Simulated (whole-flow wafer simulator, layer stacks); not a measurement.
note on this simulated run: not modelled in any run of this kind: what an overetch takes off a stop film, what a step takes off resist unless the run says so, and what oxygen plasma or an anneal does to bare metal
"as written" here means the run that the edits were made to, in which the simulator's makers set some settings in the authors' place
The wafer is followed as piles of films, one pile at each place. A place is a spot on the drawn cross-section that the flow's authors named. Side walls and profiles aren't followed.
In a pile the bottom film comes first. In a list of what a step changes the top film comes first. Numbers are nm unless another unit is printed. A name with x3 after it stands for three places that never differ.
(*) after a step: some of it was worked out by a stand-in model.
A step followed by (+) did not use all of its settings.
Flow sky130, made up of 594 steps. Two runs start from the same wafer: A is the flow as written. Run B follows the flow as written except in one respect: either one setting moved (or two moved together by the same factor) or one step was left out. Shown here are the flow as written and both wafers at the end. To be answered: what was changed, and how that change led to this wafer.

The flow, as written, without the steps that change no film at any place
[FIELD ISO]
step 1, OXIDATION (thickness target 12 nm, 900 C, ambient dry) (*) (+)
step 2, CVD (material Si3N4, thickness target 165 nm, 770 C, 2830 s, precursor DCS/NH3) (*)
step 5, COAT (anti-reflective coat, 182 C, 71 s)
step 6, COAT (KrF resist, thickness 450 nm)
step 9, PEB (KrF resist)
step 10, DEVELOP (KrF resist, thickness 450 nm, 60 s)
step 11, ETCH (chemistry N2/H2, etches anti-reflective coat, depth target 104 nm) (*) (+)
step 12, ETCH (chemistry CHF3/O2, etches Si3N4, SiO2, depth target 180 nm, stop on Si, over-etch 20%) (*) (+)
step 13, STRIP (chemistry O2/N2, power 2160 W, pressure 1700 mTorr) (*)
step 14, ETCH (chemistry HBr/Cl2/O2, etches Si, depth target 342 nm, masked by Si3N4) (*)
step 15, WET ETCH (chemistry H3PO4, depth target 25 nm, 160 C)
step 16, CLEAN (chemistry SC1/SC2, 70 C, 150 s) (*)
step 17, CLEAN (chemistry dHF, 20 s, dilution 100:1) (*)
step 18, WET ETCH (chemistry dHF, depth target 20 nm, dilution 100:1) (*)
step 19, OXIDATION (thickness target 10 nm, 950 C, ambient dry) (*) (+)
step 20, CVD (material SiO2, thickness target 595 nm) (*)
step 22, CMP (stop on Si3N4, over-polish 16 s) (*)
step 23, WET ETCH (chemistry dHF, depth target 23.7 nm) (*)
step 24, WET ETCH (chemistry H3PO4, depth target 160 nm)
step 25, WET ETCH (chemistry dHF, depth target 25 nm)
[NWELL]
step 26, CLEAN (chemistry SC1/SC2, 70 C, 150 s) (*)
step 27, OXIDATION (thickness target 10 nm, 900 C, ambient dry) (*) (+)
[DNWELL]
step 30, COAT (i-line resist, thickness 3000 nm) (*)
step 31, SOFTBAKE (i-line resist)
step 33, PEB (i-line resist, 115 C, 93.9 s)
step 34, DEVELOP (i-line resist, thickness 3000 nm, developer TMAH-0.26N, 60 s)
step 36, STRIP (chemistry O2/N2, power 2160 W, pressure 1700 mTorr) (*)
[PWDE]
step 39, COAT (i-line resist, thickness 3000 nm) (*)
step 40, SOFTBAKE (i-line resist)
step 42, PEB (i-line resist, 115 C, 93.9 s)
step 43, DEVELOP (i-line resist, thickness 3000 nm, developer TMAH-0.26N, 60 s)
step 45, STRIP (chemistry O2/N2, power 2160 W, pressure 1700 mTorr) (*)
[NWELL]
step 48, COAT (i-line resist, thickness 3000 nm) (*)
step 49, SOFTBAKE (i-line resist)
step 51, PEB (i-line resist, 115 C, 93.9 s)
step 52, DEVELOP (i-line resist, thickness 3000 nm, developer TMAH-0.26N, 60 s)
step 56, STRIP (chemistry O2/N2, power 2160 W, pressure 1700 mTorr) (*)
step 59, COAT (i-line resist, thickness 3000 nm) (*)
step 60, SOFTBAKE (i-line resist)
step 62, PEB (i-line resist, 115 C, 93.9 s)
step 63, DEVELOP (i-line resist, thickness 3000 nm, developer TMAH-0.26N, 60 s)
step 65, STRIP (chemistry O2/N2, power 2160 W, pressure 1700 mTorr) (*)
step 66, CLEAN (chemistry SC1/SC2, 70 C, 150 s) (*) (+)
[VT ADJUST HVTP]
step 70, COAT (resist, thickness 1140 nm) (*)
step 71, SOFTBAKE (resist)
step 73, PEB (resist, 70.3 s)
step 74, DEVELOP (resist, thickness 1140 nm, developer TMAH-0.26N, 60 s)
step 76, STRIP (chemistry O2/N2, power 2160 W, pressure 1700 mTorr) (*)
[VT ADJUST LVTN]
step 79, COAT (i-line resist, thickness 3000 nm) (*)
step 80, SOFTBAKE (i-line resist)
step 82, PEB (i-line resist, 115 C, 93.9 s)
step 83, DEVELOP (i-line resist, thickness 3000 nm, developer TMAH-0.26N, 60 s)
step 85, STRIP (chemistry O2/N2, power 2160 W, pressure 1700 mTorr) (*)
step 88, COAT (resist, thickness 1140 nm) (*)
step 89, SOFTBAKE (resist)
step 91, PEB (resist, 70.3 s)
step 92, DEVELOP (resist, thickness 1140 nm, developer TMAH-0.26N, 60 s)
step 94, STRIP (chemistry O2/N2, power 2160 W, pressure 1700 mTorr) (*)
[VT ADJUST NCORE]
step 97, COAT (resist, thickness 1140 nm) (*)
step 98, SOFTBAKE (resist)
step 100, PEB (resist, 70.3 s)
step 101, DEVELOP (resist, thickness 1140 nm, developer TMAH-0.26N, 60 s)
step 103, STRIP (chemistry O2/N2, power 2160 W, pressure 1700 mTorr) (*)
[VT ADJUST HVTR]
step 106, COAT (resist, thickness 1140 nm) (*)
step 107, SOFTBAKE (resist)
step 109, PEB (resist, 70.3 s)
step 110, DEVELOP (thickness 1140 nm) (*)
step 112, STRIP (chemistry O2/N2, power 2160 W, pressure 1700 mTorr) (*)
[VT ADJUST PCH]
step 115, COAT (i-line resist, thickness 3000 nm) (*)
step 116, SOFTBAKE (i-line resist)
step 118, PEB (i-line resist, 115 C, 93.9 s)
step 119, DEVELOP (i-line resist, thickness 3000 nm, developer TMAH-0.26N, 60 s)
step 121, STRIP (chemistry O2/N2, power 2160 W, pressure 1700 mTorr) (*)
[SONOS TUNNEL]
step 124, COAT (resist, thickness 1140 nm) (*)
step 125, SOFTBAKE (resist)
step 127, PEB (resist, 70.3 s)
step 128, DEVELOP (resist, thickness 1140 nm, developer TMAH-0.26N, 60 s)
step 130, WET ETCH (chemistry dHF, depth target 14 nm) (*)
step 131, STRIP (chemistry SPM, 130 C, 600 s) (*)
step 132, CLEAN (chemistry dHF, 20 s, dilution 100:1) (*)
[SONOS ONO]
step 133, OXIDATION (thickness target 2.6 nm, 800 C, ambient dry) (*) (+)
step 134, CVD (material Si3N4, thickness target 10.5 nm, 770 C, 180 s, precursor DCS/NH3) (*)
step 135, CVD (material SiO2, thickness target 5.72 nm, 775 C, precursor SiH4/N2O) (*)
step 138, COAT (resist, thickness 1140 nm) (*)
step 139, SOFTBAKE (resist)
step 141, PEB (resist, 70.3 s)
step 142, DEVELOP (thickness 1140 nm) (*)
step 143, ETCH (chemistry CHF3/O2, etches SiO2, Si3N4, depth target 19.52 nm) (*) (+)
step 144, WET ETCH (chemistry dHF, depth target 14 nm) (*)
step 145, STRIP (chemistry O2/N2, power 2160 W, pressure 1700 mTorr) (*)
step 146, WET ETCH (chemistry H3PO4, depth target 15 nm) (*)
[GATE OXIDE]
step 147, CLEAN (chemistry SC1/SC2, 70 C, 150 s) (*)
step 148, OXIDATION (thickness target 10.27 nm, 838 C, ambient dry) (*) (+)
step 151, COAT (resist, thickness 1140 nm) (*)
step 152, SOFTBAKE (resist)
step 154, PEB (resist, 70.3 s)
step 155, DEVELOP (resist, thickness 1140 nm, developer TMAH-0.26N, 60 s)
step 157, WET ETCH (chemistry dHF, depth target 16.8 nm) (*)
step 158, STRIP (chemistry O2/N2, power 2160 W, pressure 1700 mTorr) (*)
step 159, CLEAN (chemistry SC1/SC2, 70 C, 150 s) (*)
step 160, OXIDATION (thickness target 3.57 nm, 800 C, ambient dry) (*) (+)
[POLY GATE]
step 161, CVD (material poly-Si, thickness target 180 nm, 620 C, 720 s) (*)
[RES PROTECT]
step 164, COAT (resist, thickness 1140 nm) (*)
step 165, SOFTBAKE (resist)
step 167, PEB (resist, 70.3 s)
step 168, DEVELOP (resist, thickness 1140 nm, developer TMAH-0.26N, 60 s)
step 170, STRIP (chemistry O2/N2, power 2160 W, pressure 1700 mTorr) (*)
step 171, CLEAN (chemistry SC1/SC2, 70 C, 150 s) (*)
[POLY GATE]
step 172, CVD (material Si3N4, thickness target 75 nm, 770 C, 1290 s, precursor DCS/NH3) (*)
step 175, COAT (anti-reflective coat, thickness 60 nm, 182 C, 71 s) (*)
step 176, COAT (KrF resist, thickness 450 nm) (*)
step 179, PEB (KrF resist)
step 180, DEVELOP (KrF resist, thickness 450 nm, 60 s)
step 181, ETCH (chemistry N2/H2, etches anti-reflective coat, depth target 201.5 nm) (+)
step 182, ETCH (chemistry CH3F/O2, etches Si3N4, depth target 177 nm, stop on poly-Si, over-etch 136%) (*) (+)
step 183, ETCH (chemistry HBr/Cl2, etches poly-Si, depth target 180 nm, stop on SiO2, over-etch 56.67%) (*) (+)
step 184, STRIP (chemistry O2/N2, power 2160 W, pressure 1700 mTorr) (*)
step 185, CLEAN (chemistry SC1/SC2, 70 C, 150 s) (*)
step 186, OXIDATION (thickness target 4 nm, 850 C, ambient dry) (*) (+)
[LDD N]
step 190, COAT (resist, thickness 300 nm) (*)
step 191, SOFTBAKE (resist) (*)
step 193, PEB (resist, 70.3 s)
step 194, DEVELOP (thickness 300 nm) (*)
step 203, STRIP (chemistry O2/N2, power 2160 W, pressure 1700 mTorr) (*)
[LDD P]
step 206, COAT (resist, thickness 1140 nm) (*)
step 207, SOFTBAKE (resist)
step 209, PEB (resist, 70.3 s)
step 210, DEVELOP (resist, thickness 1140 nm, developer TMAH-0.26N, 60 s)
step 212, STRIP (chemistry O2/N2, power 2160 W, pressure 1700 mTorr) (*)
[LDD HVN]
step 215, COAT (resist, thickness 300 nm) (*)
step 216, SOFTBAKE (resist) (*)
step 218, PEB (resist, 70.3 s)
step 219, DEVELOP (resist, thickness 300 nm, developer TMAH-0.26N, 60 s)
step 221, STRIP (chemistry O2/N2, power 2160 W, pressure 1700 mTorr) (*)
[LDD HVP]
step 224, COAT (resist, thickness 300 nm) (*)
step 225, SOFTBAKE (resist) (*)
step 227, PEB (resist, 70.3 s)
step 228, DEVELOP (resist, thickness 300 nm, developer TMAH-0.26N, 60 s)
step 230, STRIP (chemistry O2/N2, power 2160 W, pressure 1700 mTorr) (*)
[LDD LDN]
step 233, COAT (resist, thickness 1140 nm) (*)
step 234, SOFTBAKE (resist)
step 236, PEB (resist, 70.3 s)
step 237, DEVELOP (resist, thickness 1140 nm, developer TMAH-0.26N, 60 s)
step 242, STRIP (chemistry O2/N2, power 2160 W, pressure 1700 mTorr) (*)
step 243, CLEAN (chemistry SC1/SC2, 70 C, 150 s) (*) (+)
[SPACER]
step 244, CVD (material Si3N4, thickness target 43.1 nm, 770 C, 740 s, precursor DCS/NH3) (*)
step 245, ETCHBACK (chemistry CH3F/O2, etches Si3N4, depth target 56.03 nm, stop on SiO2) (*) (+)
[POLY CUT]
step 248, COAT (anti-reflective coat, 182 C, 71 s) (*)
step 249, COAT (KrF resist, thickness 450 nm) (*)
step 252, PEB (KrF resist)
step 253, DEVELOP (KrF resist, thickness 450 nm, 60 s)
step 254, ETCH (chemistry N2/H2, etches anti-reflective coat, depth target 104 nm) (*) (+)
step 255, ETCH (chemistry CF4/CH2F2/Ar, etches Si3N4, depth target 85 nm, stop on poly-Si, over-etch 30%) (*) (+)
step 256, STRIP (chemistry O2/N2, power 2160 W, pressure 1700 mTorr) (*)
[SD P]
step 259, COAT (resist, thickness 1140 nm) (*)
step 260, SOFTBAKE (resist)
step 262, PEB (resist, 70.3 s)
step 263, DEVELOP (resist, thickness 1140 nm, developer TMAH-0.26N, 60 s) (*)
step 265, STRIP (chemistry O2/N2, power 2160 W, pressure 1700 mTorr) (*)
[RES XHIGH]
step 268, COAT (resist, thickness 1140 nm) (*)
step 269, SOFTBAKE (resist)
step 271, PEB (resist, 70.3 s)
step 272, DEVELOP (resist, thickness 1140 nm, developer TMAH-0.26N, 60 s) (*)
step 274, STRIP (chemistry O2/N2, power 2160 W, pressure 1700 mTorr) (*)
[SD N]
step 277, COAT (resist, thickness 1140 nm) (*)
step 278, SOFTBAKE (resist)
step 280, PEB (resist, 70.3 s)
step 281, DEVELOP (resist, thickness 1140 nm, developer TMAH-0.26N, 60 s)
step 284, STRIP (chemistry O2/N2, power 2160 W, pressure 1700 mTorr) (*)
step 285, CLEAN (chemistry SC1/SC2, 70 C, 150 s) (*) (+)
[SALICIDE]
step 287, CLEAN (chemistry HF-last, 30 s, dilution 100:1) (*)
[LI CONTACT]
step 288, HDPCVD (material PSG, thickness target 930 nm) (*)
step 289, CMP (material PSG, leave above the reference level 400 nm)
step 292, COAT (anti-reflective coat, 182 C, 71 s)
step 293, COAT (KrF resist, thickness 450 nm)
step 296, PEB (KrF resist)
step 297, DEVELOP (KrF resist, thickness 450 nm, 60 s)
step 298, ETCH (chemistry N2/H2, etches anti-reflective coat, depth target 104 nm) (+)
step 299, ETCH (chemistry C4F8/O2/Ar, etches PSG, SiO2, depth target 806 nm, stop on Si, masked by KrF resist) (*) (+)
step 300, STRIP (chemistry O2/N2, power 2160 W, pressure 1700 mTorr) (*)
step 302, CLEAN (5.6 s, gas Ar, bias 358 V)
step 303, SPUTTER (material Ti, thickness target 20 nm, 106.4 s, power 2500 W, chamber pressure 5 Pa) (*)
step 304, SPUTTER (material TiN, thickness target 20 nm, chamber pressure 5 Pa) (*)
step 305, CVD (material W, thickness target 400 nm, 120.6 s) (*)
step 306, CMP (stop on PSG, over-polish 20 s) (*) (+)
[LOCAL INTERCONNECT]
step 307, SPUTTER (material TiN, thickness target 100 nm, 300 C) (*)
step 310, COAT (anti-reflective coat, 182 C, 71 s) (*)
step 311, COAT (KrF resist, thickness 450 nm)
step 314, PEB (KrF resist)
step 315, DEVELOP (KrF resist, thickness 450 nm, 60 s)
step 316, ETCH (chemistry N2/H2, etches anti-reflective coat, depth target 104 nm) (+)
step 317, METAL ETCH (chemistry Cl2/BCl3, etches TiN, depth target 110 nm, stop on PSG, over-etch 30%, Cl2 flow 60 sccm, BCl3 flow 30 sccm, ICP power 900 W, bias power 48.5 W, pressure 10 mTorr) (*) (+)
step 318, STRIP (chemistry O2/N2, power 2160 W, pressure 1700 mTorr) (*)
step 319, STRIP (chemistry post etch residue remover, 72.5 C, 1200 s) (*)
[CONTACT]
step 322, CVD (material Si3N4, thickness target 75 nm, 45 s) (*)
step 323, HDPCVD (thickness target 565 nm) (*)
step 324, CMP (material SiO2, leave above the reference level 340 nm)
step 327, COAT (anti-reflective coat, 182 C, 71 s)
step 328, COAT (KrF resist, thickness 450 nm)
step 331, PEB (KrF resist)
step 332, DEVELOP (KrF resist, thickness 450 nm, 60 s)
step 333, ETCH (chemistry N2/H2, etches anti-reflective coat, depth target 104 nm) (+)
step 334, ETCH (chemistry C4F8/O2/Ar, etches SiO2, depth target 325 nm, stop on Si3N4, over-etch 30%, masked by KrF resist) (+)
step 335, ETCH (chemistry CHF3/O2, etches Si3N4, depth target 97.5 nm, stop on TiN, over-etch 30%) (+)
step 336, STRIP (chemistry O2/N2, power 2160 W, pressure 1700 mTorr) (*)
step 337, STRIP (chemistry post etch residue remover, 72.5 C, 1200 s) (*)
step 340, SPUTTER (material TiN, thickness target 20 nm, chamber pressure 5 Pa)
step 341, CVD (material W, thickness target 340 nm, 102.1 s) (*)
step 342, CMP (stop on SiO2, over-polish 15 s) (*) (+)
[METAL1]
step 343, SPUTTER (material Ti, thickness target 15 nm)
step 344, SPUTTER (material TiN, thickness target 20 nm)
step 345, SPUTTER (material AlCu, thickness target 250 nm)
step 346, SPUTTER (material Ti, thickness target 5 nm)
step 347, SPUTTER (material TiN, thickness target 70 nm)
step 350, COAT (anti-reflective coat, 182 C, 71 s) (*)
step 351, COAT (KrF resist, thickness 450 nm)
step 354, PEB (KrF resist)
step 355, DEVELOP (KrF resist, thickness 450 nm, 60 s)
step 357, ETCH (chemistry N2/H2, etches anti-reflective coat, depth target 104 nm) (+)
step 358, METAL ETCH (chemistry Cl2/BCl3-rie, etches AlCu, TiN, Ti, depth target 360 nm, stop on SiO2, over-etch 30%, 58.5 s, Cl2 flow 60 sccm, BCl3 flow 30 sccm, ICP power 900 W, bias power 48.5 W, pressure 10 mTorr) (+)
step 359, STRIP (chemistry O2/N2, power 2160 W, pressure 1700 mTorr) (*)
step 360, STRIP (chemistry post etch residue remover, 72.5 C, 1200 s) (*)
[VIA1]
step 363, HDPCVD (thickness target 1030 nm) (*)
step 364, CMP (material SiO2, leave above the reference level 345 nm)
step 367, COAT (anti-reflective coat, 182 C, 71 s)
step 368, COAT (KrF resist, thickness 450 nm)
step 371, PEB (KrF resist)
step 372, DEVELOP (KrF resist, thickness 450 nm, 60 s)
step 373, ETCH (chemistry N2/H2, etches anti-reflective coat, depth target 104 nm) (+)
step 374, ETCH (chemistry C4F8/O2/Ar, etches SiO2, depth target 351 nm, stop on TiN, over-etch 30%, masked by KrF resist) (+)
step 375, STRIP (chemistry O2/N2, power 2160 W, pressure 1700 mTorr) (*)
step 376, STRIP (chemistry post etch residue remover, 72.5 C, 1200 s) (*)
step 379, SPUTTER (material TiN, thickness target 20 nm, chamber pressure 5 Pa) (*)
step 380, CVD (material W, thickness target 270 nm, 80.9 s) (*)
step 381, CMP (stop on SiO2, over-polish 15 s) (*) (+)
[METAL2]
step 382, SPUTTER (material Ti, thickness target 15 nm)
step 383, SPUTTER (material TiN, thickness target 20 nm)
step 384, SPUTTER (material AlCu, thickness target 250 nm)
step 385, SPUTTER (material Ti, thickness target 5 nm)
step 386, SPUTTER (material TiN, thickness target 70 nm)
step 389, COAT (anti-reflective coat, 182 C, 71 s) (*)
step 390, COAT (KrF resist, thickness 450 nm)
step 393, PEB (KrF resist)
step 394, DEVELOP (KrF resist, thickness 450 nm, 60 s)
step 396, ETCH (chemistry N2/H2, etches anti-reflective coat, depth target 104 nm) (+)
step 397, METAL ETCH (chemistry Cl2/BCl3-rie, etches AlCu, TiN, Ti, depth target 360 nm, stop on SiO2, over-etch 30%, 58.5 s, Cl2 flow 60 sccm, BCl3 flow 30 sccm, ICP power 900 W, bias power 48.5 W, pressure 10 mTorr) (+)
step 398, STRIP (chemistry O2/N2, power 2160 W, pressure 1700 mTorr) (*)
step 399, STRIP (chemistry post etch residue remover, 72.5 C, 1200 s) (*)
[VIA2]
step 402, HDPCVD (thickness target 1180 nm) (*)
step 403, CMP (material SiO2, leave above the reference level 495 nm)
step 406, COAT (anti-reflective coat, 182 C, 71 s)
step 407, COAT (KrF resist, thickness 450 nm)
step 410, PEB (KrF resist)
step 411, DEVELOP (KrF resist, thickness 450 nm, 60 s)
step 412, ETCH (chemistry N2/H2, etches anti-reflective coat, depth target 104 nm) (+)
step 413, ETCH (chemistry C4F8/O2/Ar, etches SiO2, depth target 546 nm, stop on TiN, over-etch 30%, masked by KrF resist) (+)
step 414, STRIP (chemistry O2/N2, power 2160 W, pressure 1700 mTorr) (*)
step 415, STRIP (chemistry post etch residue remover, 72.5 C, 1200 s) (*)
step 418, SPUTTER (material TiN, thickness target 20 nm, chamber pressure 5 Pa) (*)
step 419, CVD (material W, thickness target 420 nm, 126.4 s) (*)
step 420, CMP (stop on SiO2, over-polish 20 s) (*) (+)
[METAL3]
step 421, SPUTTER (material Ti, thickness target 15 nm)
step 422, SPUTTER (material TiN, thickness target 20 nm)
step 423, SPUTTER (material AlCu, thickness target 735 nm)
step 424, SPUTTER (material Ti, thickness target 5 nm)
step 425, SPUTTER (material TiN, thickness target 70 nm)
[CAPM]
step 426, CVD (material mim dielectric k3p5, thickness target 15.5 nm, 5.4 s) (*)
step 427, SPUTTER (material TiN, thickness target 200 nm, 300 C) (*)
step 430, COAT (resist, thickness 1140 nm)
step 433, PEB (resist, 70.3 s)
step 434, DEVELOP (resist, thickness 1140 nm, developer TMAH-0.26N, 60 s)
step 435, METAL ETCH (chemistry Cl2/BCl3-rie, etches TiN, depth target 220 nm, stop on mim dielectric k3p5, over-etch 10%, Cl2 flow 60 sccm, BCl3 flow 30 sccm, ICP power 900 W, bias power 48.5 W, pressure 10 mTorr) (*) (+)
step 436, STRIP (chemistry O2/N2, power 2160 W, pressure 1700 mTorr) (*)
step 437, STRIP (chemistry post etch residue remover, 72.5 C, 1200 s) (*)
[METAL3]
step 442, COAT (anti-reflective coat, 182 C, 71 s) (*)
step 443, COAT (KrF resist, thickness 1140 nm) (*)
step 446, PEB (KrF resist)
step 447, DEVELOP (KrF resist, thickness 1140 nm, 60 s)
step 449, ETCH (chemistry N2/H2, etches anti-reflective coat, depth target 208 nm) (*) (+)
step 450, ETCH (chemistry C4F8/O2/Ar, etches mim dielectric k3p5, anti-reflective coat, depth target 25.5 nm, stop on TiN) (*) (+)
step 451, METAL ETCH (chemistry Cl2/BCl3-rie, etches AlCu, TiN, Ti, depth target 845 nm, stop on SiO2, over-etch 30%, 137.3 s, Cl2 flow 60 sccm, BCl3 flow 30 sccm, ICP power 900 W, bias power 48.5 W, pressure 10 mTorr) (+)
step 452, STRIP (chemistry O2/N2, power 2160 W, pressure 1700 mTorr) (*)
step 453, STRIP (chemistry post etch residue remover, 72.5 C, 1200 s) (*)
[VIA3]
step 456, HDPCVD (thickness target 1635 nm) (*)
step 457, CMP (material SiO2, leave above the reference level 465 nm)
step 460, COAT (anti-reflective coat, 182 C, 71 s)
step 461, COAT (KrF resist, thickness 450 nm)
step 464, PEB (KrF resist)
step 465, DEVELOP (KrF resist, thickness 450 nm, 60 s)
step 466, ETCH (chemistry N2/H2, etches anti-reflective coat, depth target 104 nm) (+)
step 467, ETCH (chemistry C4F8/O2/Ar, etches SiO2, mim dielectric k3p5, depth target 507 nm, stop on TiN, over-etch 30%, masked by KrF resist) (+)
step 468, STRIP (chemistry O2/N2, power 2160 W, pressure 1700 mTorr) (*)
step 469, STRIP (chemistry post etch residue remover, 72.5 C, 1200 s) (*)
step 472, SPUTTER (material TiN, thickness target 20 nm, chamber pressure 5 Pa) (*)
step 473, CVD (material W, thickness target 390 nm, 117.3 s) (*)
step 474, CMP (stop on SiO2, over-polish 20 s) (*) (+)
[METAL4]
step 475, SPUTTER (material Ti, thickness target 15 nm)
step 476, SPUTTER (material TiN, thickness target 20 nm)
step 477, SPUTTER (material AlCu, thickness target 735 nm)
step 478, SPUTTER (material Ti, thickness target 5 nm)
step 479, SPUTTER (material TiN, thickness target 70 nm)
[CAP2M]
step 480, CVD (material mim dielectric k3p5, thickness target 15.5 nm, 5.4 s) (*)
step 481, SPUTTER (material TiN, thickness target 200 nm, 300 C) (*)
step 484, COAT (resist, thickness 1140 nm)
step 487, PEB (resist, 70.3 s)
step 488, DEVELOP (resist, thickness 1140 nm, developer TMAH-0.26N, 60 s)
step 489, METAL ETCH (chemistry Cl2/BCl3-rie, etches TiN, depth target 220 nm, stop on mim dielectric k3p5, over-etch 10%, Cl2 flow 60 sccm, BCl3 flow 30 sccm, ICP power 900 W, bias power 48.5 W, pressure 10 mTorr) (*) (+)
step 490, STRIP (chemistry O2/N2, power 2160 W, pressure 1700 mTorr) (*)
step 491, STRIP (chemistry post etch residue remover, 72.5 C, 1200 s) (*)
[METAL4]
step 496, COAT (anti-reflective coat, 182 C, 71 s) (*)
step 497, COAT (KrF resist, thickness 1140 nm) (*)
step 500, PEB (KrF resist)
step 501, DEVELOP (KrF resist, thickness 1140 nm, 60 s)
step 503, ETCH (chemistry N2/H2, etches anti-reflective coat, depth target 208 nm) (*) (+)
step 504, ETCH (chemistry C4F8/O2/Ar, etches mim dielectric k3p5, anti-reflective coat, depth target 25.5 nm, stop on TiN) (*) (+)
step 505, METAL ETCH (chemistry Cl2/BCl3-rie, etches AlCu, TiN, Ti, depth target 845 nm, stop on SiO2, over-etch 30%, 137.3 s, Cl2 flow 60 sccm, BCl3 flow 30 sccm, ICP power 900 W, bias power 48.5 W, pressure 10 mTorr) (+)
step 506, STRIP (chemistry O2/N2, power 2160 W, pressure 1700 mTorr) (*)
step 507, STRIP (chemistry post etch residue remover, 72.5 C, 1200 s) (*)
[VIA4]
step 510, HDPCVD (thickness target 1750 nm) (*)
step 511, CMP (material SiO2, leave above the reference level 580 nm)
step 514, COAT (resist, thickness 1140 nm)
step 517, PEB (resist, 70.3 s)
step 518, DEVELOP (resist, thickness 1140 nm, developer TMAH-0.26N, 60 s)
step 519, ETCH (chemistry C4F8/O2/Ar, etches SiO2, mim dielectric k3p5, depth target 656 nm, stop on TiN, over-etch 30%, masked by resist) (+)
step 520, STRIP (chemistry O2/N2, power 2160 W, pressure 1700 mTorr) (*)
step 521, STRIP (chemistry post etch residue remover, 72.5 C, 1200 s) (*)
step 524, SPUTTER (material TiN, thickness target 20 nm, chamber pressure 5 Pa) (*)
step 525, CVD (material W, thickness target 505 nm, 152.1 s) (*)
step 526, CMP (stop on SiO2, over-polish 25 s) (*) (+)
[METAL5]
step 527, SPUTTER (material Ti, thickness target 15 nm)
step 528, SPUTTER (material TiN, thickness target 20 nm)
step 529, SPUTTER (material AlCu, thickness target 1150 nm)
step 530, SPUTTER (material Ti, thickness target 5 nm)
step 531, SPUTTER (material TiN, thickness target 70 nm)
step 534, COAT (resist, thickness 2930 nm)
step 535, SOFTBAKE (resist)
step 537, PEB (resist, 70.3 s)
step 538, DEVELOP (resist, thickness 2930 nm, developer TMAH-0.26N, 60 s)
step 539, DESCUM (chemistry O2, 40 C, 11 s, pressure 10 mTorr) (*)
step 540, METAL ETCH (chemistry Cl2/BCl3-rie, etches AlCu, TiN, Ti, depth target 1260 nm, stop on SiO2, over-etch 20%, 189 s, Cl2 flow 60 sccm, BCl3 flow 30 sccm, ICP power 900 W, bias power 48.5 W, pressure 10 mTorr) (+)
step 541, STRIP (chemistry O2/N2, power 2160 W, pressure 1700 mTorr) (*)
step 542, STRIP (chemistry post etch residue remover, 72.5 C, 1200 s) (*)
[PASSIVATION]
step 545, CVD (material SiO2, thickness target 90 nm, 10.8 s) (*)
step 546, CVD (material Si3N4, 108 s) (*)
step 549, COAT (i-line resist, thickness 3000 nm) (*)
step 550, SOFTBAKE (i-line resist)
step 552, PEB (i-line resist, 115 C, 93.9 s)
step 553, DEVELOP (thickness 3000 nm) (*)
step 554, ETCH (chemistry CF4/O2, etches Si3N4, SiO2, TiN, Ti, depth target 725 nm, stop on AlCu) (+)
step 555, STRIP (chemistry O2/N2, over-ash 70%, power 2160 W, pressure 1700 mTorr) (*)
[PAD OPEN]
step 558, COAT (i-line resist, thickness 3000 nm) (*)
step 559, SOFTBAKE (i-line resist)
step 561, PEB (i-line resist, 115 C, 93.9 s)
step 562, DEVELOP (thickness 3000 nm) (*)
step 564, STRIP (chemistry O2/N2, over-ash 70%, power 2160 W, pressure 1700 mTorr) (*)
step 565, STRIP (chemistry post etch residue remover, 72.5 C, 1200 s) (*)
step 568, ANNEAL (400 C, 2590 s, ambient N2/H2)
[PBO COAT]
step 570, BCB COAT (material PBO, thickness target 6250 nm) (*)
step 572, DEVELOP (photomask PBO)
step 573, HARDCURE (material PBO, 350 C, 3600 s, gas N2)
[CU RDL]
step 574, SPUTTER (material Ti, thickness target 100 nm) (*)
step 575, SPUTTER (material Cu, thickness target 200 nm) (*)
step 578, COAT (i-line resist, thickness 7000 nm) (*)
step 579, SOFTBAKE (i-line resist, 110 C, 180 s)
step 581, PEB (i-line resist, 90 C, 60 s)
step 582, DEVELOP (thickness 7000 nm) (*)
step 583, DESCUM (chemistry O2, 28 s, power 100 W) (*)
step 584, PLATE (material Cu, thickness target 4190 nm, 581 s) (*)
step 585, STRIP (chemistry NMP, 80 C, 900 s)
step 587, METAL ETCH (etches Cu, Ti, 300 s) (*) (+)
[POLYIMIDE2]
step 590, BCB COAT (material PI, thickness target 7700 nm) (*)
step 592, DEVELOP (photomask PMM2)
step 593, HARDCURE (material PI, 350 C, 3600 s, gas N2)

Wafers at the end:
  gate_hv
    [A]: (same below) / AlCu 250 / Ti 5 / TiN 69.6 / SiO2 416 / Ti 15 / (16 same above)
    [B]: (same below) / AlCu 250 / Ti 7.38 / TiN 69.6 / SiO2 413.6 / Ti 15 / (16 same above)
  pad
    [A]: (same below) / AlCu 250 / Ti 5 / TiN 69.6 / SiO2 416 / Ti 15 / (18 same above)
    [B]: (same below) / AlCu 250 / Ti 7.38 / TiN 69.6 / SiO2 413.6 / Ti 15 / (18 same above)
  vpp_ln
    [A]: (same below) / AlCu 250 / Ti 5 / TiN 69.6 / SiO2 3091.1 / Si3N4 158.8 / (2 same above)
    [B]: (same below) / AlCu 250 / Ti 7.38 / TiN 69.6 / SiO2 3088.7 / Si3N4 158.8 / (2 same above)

Cause: step 385, SPUTTER: thickness target 7.38 nm was run, though the flow has thickness target 5 nm.
One can read it off the wafer: gate_hv has Ti 7.38, and step 385 as written asks for 5 nm.

Step by step, how the change led to this:
  step 385, SPUTTER (material Ti, thickness target 5 nm)
      field, active, n_well and 188 more: A Ti gains 5 (new film) | B Ti gains 7.38 (new film)
  step 397, METAL ETCH (chemistry Cl2/BCl3-rie, etches AlCu, TiN, Ti, depth target 360 nm, stop on SiO2, over-etch 30%, 58.5 s, Cl2 flow 60 sccm, BCl3 flow 30 sccm, ICP power 900 W, bias power 48.5 W, pressure 10 mTorr) (+)
      field, active, gate and 82 more: A TiN loses 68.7 (all of it), Ti loses 5 (all of it), AlCu loses 250 (all of it), TiN loses 20 (all of it), Ti loses 15 (all of it), SiO2 loses 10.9 | B TiN loses 68.7 (all of it), Ti loses 7.38 (all of it), AlCu loses 250 (all of it), TiN loses 20 (all of it), Ti loses 15 (all of it), SiO2 loses 10.7
